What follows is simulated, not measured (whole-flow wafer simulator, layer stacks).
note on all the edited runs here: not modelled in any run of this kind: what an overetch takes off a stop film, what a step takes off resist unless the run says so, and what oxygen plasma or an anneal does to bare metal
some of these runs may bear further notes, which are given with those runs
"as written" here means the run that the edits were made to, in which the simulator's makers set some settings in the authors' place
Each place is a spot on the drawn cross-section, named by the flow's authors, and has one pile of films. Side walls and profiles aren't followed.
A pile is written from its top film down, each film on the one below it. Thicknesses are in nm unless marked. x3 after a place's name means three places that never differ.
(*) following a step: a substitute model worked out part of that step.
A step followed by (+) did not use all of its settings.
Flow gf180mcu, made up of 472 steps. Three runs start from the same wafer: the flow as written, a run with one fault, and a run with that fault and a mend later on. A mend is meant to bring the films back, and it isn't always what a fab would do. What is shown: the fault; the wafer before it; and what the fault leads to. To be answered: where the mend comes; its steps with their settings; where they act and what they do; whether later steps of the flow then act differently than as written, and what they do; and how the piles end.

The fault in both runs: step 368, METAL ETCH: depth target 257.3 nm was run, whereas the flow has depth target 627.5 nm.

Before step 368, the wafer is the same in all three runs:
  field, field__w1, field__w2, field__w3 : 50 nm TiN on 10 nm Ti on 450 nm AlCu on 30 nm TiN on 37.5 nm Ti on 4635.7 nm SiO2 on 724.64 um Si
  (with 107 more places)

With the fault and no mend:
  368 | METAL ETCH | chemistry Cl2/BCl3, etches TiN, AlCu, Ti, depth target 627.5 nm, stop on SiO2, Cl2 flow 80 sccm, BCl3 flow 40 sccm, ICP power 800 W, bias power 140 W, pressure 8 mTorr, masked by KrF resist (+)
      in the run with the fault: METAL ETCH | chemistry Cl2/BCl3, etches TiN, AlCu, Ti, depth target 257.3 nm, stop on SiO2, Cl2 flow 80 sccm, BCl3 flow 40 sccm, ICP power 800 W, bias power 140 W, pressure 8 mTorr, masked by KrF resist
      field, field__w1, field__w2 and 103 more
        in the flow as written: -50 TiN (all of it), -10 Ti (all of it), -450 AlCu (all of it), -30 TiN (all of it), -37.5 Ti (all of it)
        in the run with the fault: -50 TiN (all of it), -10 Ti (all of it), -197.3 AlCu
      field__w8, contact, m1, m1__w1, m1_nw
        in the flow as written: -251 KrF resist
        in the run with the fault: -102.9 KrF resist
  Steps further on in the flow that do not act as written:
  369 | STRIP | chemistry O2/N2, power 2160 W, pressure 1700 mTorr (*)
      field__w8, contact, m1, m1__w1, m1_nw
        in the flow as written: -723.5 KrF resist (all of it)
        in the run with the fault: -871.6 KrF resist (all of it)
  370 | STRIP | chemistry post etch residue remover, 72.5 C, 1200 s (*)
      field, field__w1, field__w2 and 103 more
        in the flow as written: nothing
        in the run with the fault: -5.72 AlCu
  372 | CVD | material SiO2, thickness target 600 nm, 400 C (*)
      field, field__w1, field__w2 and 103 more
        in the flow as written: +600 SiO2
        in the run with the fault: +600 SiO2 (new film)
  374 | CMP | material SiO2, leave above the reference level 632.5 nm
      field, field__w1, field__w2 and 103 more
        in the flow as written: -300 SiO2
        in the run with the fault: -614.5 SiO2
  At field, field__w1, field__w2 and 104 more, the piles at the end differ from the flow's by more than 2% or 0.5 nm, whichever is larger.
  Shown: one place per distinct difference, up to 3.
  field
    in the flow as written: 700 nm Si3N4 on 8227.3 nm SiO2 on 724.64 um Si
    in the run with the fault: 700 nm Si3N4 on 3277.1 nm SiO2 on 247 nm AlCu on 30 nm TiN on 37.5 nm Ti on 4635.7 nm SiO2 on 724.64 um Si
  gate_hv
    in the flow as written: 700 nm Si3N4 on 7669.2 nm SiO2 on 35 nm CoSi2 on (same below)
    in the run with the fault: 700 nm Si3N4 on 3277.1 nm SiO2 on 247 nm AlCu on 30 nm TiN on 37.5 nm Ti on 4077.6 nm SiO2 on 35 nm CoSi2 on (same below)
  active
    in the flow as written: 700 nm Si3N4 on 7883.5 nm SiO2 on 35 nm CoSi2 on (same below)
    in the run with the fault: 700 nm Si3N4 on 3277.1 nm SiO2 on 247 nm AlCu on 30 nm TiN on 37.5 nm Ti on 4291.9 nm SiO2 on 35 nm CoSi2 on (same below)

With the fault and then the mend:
  The mend stands after step 368.
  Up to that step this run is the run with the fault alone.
  368a | METAL ETCH | chemistry Cl2/BCl3, etches TiN, AlCu, Ti, depth target 370.2 nm, stop on SiO2, Cl2 flow 80 sccm, BCl3 flow 40 sccm, ICP power 800 W, bias power 140 W, pressure 8 mTorr, masked by KrF resist (+) (a further turn of the flow's step 368, with different settings)
      field, field__w1, field__w2 and 103 more
        -252.7 AlCu (all of it), -30 TiN (all of it), -37.5 Ti (all of it)
      field__w8, contact, m1, m1__w1, m1_nw
        -148.1 KrF resist
  None of the later steps of the flow acts differently than as written at any place that is followed.
  At every place that both follow, the piles at the end match the flow's.
